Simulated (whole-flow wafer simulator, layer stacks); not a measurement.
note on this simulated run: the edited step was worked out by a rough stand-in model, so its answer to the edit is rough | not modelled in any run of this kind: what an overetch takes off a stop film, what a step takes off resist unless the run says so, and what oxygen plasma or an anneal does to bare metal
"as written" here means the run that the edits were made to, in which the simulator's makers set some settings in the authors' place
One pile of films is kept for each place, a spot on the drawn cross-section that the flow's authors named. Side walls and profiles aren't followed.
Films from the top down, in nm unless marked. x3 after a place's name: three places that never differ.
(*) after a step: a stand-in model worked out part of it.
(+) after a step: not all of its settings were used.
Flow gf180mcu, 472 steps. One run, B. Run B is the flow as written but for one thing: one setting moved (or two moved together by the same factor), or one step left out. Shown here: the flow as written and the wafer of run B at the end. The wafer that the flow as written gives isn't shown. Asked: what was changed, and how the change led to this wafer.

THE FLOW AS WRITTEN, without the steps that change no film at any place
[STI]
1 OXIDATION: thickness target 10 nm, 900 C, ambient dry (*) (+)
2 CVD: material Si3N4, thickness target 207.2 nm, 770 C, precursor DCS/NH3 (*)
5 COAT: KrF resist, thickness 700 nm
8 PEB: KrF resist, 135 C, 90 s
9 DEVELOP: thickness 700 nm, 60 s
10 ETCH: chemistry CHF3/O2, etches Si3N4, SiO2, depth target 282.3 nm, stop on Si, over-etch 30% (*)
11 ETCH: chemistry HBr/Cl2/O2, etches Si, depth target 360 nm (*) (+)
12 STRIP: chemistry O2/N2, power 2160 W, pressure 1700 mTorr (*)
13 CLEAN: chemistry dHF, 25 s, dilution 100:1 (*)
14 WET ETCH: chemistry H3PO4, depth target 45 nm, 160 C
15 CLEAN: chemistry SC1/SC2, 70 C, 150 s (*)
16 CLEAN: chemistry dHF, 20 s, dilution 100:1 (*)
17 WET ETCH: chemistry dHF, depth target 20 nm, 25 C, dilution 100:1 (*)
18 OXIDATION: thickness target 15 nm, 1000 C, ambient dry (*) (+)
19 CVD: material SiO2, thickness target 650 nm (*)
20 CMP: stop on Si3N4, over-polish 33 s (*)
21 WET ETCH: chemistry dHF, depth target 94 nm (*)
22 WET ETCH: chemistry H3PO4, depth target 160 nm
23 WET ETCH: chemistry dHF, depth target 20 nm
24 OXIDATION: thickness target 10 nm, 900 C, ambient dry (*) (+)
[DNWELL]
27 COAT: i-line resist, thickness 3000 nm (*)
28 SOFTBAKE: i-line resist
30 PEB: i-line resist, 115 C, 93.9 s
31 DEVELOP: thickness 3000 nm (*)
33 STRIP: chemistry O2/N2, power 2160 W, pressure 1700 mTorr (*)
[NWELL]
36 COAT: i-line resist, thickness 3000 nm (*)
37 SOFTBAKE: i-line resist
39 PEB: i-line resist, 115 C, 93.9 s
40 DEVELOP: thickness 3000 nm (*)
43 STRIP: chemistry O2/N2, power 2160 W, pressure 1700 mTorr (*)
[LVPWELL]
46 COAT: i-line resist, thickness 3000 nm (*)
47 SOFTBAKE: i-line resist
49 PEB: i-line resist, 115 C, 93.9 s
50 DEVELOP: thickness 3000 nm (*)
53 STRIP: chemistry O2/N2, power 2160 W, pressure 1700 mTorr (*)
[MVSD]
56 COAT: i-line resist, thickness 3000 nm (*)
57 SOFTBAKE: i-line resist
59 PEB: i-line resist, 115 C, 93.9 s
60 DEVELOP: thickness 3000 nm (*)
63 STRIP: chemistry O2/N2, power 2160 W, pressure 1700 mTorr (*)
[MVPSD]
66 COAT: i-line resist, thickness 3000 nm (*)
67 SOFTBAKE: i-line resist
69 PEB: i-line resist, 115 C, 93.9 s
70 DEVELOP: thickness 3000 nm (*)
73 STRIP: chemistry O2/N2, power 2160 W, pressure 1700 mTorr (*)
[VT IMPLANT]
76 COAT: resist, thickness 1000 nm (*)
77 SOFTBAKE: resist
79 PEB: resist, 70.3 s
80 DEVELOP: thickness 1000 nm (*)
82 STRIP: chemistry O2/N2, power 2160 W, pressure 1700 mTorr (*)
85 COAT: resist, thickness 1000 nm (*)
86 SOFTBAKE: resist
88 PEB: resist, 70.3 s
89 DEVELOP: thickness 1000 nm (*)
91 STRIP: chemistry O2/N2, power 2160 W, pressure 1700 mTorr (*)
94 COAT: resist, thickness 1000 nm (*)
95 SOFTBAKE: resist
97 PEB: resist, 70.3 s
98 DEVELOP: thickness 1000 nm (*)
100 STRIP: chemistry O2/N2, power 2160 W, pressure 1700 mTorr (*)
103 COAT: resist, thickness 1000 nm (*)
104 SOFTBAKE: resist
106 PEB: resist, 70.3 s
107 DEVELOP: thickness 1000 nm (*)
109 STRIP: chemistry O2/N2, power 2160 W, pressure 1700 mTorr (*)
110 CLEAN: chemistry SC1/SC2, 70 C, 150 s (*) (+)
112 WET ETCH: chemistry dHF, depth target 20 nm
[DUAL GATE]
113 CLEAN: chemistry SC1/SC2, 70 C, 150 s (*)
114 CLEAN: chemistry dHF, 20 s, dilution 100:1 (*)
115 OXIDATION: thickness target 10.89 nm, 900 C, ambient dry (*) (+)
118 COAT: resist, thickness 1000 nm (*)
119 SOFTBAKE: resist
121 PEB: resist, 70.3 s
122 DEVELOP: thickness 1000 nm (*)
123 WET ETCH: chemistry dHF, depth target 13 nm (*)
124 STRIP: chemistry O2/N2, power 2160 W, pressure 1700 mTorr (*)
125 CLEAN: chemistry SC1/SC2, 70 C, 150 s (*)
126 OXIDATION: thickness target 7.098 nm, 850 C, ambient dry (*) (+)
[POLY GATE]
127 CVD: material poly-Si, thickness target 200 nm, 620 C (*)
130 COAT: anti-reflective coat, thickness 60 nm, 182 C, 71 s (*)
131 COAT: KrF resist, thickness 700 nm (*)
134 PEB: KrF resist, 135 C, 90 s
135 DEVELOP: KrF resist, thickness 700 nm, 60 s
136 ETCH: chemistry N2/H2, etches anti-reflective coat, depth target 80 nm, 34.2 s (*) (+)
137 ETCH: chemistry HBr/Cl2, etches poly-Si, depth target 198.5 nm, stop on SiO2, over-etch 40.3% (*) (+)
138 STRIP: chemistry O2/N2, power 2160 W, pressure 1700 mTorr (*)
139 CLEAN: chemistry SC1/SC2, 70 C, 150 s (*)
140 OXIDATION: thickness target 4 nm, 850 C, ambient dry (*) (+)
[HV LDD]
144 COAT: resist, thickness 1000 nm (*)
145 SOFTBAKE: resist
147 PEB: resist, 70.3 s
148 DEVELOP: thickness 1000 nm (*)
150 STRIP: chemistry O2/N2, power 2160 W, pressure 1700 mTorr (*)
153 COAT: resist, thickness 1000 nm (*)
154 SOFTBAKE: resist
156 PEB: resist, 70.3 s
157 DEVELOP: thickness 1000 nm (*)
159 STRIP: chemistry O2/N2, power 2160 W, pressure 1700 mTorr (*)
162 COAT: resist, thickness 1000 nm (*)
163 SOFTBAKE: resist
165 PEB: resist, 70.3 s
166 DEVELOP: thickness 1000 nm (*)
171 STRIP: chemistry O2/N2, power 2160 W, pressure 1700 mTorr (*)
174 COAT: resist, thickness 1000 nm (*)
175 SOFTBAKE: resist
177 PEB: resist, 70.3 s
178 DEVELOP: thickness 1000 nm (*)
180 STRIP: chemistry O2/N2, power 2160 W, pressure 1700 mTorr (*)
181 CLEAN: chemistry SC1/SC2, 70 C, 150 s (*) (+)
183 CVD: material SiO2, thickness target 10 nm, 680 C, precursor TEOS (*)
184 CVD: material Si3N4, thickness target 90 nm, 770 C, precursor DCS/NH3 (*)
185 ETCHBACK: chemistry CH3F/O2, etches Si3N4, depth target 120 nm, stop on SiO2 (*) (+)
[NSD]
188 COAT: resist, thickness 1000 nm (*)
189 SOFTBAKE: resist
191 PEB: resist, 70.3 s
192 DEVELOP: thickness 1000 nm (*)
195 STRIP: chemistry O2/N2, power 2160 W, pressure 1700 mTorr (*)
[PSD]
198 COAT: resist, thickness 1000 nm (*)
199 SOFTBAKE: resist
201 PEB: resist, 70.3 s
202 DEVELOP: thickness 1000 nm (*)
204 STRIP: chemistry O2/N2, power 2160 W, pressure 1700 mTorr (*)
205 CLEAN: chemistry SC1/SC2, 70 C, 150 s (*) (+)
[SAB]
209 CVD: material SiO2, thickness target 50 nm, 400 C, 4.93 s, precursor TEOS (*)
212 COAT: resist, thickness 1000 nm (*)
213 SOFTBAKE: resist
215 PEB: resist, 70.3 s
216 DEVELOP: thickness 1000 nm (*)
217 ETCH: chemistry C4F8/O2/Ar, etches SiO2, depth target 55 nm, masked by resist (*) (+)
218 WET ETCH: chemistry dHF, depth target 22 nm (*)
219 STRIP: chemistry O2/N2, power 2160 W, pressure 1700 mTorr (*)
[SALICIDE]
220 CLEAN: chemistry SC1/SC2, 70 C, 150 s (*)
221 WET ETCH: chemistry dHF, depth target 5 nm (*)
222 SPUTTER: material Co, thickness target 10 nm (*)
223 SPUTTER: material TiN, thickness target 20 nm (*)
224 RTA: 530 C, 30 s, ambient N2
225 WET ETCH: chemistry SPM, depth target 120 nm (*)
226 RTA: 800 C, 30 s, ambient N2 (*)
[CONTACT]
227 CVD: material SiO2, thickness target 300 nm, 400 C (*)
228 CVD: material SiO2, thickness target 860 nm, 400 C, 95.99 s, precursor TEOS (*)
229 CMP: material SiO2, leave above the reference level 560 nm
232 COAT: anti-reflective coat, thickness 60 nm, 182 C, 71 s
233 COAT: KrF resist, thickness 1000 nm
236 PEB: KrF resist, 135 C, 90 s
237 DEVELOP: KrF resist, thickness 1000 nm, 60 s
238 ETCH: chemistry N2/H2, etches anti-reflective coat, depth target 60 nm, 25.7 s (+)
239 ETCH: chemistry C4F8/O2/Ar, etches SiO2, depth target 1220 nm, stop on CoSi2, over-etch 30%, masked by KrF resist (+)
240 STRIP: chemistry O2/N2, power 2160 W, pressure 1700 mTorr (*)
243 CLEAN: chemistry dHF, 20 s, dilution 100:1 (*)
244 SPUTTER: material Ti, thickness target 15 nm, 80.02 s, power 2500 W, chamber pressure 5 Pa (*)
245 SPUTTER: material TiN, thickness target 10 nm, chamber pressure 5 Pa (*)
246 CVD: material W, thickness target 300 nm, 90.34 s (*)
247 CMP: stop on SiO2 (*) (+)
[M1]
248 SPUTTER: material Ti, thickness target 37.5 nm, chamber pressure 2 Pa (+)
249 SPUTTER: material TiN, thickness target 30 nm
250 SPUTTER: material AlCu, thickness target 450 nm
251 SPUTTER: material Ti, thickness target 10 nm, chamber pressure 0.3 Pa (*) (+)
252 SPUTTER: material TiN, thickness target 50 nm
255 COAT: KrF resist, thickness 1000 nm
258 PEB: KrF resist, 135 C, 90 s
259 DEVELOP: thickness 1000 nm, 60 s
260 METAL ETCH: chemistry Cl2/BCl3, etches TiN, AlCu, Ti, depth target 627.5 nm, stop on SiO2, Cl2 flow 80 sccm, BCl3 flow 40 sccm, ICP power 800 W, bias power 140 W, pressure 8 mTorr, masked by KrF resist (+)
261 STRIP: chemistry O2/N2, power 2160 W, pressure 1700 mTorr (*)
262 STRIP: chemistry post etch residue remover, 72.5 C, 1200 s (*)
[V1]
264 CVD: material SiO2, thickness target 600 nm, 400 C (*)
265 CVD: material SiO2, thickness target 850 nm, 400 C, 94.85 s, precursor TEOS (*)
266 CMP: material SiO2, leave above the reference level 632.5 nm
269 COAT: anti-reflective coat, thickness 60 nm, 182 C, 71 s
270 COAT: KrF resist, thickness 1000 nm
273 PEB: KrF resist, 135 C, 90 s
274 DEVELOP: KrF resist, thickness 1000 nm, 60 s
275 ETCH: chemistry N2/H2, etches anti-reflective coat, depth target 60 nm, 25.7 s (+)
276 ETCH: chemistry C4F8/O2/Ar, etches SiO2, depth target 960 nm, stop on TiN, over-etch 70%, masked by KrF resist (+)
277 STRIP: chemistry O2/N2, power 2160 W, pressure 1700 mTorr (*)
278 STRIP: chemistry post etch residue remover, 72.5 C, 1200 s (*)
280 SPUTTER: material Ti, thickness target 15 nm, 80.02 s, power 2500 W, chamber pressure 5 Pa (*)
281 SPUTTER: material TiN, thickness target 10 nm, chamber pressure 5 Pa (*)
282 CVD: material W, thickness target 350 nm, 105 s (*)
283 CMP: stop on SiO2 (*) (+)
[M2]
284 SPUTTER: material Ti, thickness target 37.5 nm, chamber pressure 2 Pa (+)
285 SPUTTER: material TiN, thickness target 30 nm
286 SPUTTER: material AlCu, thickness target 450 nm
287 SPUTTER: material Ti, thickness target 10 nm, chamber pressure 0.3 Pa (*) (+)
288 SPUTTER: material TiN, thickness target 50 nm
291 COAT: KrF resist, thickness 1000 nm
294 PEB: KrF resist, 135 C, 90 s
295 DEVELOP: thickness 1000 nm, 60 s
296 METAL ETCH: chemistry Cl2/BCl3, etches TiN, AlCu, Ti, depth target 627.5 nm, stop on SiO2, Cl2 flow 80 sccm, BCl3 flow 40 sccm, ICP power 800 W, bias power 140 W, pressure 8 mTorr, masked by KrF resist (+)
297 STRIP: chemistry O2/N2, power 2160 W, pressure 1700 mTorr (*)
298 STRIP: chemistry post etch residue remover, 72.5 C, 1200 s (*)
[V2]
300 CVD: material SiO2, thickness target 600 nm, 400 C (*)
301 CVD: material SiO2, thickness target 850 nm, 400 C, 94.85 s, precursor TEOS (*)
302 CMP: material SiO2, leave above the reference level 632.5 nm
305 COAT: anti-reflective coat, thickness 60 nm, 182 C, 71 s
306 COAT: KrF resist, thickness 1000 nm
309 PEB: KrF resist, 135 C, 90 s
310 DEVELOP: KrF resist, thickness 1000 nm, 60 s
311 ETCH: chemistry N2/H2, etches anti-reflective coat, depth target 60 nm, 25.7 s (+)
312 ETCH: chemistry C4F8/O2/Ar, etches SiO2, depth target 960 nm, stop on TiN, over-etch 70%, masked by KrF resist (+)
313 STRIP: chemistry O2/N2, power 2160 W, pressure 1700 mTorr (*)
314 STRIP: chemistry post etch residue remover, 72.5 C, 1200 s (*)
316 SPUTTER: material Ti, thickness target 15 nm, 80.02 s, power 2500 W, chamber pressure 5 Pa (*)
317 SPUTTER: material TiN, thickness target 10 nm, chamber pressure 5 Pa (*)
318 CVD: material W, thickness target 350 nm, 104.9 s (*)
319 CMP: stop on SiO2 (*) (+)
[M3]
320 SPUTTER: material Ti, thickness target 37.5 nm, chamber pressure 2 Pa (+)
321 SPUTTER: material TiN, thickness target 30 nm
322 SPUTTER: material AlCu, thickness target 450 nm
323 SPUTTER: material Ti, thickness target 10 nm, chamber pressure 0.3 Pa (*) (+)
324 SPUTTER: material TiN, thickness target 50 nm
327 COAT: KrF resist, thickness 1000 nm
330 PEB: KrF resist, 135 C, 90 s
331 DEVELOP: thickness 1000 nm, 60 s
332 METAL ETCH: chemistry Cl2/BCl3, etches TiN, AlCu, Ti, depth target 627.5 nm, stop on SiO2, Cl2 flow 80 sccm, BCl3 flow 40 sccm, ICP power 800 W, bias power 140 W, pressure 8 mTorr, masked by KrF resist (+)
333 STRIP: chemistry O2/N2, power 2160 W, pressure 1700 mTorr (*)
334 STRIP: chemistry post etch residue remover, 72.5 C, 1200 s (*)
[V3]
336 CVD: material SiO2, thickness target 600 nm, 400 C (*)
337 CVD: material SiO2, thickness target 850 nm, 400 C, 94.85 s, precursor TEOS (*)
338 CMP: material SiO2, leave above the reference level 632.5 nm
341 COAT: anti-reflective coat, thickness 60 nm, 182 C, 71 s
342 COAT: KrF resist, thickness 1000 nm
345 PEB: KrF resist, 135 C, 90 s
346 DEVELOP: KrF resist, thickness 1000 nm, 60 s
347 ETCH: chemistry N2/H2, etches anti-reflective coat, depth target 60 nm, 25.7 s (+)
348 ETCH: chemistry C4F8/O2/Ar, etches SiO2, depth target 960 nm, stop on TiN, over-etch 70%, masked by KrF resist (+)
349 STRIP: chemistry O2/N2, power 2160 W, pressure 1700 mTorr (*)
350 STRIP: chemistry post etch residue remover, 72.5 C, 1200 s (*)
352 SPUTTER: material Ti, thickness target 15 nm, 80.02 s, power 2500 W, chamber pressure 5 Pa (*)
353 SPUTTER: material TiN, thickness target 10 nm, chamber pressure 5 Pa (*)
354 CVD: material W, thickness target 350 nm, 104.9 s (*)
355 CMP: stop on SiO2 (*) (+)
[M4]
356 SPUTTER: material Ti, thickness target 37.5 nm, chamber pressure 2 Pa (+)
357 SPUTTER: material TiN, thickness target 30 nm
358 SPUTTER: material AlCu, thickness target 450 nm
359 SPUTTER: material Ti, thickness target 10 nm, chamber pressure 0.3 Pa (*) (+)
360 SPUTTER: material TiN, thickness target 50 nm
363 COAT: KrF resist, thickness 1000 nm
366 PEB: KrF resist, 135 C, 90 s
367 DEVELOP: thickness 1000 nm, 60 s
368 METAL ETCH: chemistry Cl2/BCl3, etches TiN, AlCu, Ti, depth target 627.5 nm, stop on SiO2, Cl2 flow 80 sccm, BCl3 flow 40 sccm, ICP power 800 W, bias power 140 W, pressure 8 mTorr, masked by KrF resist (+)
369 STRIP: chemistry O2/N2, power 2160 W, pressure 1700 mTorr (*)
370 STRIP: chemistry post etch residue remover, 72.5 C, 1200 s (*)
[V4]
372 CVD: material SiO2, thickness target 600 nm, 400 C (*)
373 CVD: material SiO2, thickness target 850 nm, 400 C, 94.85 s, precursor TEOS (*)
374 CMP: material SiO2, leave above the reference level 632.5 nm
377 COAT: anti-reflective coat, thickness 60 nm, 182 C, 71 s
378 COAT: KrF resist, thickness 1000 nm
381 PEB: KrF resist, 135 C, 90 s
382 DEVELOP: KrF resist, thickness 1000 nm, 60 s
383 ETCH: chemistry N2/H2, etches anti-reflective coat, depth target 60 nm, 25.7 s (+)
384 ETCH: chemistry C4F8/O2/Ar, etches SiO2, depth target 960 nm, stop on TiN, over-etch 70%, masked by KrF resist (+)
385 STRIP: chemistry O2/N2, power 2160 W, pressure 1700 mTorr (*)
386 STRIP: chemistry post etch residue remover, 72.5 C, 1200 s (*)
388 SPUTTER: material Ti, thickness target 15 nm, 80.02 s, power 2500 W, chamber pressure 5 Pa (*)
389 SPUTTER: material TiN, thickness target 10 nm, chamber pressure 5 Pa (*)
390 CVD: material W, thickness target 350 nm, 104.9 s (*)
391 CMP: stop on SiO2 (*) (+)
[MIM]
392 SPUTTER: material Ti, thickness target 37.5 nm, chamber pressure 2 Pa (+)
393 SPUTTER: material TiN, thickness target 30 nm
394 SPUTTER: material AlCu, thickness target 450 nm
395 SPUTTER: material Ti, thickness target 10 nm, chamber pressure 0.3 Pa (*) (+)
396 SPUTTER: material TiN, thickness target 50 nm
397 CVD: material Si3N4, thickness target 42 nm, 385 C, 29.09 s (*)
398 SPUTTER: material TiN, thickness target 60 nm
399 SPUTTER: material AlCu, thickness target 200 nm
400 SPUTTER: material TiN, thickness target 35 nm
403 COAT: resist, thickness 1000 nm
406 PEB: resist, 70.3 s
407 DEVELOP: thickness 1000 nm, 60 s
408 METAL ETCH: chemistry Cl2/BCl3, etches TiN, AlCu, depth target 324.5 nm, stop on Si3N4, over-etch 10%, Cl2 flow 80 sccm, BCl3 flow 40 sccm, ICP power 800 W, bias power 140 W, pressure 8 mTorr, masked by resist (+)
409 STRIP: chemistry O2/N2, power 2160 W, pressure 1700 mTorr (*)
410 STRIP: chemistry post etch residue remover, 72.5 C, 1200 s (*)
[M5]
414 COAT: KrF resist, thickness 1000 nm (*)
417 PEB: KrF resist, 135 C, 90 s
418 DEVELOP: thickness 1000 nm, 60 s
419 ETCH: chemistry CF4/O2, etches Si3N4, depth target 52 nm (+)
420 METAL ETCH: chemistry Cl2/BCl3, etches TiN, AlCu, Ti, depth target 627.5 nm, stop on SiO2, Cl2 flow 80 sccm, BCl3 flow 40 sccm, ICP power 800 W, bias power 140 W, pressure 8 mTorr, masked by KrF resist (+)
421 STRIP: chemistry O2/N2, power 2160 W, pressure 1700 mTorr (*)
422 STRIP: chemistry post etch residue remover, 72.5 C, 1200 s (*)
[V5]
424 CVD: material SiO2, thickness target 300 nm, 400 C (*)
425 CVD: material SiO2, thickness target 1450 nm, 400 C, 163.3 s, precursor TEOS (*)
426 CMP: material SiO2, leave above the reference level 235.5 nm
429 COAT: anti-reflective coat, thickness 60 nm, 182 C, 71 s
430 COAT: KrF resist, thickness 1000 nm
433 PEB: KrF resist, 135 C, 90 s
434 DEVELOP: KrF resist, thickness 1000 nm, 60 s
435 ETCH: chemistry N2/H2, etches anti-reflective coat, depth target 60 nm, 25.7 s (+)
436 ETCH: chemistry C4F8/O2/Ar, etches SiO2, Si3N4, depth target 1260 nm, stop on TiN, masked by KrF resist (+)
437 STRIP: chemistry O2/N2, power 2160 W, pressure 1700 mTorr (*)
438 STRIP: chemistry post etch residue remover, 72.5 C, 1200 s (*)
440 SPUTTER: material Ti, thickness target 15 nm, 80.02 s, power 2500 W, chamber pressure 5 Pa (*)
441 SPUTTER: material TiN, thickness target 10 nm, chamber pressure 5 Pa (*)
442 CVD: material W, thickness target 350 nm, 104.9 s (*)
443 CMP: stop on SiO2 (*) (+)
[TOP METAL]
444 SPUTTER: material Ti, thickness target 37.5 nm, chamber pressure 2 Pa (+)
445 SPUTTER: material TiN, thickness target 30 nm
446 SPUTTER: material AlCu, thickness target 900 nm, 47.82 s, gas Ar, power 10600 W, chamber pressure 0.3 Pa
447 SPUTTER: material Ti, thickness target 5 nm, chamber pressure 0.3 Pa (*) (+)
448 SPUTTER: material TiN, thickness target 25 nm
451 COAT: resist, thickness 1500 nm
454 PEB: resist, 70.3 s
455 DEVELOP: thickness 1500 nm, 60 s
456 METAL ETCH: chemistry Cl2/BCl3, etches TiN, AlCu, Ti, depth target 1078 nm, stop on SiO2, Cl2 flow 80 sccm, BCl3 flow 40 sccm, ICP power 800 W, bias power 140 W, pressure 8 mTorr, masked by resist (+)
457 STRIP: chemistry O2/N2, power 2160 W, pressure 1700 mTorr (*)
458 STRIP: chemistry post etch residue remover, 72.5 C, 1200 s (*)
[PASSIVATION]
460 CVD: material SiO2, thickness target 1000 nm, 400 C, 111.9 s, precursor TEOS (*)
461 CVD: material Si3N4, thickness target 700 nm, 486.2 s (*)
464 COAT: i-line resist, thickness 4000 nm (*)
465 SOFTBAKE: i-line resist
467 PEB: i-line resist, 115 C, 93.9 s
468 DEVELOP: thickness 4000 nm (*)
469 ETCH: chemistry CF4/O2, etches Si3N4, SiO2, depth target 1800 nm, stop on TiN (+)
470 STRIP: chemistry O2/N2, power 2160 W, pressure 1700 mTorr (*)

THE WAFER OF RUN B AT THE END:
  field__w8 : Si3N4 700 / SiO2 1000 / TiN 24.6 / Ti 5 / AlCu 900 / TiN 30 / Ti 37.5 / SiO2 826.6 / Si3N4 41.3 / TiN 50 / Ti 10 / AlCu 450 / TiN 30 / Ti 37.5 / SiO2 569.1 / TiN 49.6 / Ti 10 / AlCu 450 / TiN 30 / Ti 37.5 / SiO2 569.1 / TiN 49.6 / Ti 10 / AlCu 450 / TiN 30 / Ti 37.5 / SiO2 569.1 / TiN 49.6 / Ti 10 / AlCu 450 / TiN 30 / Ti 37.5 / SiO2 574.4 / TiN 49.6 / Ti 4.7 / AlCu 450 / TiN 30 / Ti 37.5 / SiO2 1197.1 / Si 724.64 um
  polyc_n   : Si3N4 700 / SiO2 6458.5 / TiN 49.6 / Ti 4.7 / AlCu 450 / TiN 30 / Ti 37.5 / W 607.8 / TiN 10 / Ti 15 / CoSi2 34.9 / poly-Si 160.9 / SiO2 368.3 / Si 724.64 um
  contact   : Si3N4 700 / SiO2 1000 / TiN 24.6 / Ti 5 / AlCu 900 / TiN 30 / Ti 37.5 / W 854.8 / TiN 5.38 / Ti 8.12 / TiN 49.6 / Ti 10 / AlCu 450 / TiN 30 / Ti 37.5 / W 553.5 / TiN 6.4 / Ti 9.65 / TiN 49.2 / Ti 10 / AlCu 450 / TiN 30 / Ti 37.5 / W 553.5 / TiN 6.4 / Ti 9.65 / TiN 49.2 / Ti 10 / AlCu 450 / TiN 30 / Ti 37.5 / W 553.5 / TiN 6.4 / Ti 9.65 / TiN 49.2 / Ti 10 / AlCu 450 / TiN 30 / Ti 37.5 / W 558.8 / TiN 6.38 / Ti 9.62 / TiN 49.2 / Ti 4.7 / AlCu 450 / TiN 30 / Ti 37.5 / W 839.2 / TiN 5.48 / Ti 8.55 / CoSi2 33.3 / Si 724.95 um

The cause: step 251, SPUTTER: thickness target 4.7 nm was run, where the flow has thickness target 10 nm.
It can be read off the wafer: field__w8 has Ti 4.7, and step 251 as written asks for 10 nm.

How the change led to this, step by step:
  251 SPUTTER: material Ti, thickness target 10 nm, chamber pressure 0.3 Pa (*) (+)
      field, field__w1, field__w2 and 108 more: Ti +4.7 (new film) (as written it would be: Ti +10 (new film))
  260 METAL ETCH: chemistry Cl2/BCl3, etches TiN, AlCu, Ti, depth target 627.5 nm, stop on SiO2, Cl2 flow 80 sccm, BCl3 flow 40 sccm, ICP power 800 W, bias power 140 W, pressure 8 mTorr, masked by KrF resist (+)
      field, field__w1, field__w2 and 99 more: TiN -50 (all of it), Ti -4.7 (all of it), AlCu -450 (all of it), TiN -30 (all of it), Ti -37.5 (all of it) (as written it would be: TiN -50 (all of it), Ti -10 (all of it), AlCu -450 (all of it), TiN -30 (all of it), Ti -37.5 (all of it))
